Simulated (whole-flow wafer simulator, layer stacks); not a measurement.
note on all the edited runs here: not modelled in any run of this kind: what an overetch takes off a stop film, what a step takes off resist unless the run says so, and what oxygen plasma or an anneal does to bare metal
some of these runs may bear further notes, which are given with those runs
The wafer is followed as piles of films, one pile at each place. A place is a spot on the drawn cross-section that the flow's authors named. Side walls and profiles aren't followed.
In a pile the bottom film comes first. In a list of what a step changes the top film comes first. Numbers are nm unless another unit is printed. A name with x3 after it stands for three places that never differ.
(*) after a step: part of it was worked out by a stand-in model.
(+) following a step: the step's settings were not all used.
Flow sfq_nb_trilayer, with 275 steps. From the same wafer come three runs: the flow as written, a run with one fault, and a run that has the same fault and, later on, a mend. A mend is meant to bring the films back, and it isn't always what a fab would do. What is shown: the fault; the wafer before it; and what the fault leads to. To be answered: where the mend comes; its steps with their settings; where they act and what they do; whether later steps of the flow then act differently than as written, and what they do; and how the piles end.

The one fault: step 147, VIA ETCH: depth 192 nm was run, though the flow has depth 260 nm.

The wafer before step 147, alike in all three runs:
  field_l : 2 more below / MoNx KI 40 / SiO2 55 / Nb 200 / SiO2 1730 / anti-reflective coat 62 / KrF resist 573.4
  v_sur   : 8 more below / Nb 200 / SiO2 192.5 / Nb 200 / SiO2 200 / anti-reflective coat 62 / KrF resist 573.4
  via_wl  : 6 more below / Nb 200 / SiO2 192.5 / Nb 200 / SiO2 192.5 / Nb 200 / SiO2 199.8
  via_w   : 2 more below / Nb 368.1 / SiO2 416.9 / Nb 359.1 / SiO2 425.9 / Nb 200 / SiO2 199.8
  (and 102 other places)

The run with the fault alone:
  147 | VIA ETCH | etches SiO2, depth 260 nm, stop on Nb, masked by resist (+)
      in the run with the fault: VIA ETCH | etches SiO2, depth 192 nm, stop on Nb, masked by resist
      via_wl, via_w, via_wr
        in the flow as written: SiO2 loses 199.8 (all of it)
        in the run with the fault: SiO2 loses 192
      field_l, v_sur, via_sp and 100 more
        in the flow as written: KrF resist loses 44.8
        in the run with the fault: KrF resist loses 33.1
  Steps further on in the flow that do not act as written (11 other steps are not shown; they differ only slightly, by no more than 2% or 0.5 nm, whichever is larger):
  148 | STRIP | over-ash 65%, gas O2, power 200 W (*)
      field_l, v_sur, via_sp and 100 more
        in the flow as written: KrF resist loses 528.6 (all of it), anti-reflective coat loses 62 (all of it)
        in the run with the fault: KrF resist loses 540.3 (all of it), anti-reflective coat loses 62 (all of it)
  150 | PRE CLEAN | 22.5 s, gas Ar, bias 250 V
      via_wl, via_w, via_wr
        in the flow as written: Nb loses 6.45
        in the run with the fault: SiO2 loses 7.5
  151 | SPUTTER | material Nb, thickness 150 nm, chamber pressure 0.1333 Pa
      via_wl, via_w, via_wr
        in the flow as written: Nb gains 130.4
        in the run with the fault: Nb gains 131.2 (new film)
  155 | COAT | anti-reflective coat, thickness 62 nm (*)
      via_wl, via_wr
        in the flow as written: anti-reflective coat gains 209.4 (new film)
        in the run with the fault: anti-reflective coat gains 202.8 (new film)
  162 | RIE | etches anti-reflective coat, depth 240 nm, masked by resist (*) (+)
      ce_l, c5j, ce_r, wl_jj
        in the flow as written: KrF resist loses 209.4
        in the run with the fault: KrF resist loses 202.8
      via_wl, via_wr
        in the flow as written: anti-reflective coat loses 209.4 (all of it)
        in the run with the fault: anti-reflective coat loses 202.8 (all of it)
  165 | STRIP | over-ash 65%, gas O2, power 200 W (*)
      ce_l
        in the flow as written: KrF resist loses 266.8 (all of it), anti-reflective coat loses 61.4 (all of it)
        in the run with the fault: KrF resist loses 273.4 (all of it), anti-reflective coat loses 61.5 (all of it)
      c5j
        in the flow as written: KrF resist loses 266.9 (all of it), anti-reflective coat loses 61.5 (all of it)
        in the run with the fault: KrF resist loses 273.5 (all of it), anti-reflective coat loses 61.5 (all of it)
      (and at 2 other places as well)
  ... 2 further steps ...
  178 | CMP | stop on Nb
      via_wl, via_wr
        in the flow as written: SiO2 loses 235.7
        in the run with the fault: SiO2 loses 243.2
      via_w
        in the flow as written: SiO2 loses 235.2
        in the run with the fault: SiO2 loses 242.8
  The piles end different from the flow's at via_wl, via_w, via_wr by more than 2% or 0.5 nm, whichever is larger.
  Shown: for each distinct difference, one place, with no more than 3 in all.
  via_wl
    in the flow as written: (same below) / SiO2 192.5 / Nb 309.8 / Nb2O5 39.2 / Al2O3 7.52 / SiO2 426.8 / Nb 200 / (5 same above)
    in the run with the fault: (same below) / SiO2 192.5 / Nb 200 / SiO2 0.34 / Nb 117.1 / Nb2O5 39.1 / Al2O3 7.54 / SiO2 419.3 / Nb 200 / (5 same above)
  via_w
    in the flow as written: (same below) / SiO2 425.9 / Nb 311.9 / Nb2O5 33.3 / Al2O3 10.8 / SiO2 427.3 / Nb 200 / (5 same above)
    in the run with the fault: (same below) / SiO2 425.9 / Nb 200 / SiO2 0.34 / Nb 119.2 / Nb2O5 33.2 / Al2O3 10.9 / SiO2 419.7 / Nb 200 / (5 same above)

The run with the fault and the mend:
  After step 148 comes the mend.
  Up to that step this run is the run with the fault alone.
  148a | COAT | anti-reflective coat, thickness 62 nm (*) (the flow's step 140, run once more)
      p4_fl x3, p4_w1 x9, p4_g1 x2 and 63 more
        anti-reflective coat gains 62 (new film)
      moat, field_r, lsp_l and 6 more
        anti-reflective coat gains 61.7 (new film)
      ce_r, sp_r, be_r, r_sur, res, r_end
        anti-reflective coat gains 61.6 (new film)
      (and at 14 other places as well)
  148b | COAT | KrF resist, thickness 650 nm (*) (the flow's step 141, run once more)
      p4_fl x3, p4_w1 x9, p4_g1 x2 and 63 more
        KrF resist gains 650 (new film)
      r_end, moat, field_r, lsp_l, ln_m5, lsp_r, l0_sur
        KrF resist gains 649.3 (new film)
      r_sur, res, l0v
        KrF resist gains 649.2 (new film)
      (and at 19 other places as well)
  148c | SOFTBAKE | KrF resist (the flow's step 142, run once more)
      alters no film at any place that is followed
  148d | EXPOSE | photomask I4, dose 11.93 mJ/cm2, NA 0.6, wavelength 248 nm (*) (the flow's step 143, run once more)
      alters no film at any place that is followed
  148e | PEB | KrF resist, 90 s (the flow's step 144, run once more)
      ce_r, sp_r, be_r and 89 more
        KrF resist loses 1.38
      wire, be, be_sur, gap, jj_sur, ce_l, c5j
        KrF resist loses 1.37
      v_sur, via_sp, via_v
        KrF resist loses 1.36
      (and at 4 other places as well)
  148f | DEVELOP | KrF resist, thickness 650 nm, 60 s (the flow's step 145, run once more)
      field_l, v_sur, via_sp and 100 more
        KrF resist loses 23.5
      via_wl
        KrF resist loses 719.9 (all of it)
      via_w
        KrF resist loses 780.3 (all of it)
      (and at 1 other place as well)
  148g | VIA ETCH | etches anti-reflective coat, depth 125 nm, masked by resist (+) (the flow's step 146, run once more)
      field_l, v_sur, via_sp and 100 more
        KrF resist loses 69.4
      via_wl, via_wr
        anti-reflective coat loses 125
      via_w
        anti-reflective coat loses 83.2 (all of it), SiO2 loses 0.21
  148h | VIA ETCH | etches SiO2, depth 68 nm, stop on Nb, masked by resist (*) (+) (the flow's step 147, run once more with other settings)
      field_l, v_sur, via_sp and 100 more
        KrF resist loses 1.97
      via_wl
        anti-reflective coat loses 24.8 (all of it), SiO2 loses 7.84 (all of it)
      via_w
        SiO2 loses 7.64 (all of it)
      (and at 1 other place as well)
  148i | STRIP | over-ash 65%, gas O2, power 200 W (*) (the flow's step 148, run once more)
      p4_fl x3, p4_w1 x9, p4_g1 x2 and 63 more
        KrF resist loses 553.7 (all of it), anti-reflective coat loses 62 (all of it)
      moat, field_r, lsp_l, ln_m5, lsp_m, ln_m6, lsp_r, l0_sur
        KrF resist loses 553 (all of it), anti-reflective coat loses 61.7 (all of it)
      r_sur, res, r_end
        KrF resist loses 552.9 (all of it), anti-reflective coat loses 61.6 (all of it)
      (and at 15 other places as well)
  Later steps of the flow that are run all act as written at every place that is followed, up to a difference of at most 2% or 0.5 nm, whichever is larger.
  By the end, the piles equal the flow's at every place that both follow.
